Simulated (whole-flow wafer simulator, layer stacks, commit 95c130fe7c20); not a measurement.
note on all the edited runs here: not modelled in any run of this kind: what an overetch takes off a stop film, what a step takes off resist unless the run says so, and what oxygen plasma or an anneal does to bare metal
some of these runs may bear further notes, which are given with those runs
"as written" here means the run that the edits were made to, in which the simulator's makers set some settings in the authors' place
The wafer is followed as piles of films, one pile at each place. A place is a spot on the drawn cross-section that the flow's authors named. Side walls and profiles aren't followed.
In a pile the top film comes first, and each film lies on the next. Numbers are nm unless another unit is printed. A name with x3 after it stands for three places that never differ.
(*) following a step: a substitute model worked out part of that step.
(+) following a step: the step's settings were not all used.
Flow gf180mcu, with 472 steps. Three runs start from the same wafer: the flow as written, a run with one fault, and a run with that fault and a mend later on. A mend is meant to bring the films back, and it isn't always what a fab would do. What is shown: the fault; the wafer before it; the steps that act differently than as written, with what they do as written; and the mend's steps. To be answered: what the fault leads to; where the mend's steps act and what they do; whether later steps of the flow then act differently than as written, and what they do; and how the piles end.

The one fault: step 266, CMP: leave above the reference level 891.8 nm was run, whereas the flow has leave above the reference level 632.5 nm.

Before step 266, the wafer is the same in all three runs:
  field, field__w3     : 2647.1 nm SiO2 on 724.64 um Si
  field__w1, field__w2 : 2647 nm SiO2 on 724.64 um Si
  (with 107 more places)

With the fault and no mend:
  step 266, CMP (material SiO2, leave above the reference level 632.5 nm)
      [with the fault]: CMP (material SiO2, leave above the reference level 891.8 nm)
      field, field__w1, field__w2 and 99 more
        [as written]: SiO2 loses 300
        [with the fault]: SiO2 loses 40.7
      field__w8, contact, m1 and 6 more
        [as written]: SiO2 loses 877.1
        [with the fault]: SiO2 loses 617.8
  Steps further on in the flow that do not act as written:
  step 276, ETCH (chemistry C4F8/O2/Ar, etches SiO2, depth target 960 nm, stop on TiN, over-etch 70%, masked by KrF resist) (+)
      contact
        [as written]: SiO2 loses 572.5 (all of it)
        [with the fault]: SiO2 loses 831.8 (all of it)
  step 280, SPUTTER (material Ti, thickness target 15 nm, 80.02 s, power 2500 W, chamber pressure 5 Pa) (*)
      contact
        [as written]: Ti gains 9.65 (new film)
        [with the fault]: Ti gains 8.31 (new film)
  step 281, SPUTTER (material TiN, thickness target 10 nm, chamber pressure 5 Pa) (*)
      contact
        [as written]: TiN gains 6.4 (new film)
        [with the fault]: TiN gains 5.5 (new film)
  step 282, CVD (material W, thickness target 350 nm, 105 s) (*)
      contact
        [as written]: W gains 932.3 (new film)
        [with the fault]: W gains 1193.8 (new film)
  At field, field__w1, field__w2 and 109 more, the piles at the end differ from the flow's by more than 2% or 0.5 nm, whichever is larger.
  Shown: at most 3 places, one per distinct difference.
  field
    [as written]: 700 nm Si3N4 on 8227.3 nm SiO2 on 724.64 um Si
    [with the fault]: 700 nm Si3N4 on 8486.6 nm SiO2 on 724.64 um Si
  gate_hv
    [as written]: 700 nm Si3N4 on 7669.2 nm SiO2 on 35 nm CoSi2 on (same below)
    [with the fault]: 700 nm Si3N4 on 7928.5 nm SiO2 on 35 nm CoSi2 on (same below)
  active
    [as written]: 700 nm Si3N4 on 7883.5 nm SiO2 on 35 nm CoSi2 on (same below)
    [with the fault]: 700 nm Si3N4 on 8142.8 nm SiO2 on 35 nm CoSi2 on (same below)

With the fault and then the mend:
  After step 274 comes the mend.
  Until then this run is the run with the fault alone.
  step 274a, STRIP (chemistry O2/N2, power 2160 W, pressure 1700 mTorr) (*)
      field, field__w1, field__w2 and 107 more
        KrF resist loses 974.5 (all of it), anti-reflective coat loses 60 (all of it)
      contact
        anti-reflective coat loses 60 (all of it)
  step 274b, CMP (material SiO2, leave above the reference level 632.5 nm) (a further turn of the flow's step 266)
      field, field__w1, field__w2 and 108 more
        SiO2 loses 259.3
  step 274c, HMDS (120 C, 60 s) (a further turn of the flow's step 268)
      leaves every film unchanged at each place that is followed
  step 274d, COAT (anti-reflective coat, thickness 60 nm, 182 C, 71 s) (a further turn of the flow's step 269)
      field, field__w1, field__w2 and 108 more
        anti-reflective coat gains 60 (new film)
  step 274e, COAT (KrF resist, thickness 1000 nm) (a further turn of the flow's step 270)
      field, field__w1, field__w2 and 108 more
        KrF resist gains 1000 (new film)
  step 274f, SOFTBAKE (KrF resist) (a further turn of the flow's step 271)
      leaves every film unchanged at each place that is followed
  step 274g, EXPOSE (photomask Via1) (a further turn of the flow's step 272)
      leaves every film unchanged at each place that is followed
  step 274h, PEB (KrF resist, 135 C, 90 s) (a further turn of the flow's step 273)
      field, field__w1, field__w2 and 108 more
        KrF resist loses 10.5
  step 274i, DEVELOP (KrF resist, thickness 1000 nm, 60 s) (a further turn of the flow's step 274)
      field, field__w1, field__w2 and 107 more
        KrF resist loses 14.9
      contact
        KrF resist loses 989.5 (all of it)
  Later steps of the flow that are run all act as written at every place that is followed.
  By the end, the piles equal the flow's at every place that both follow.
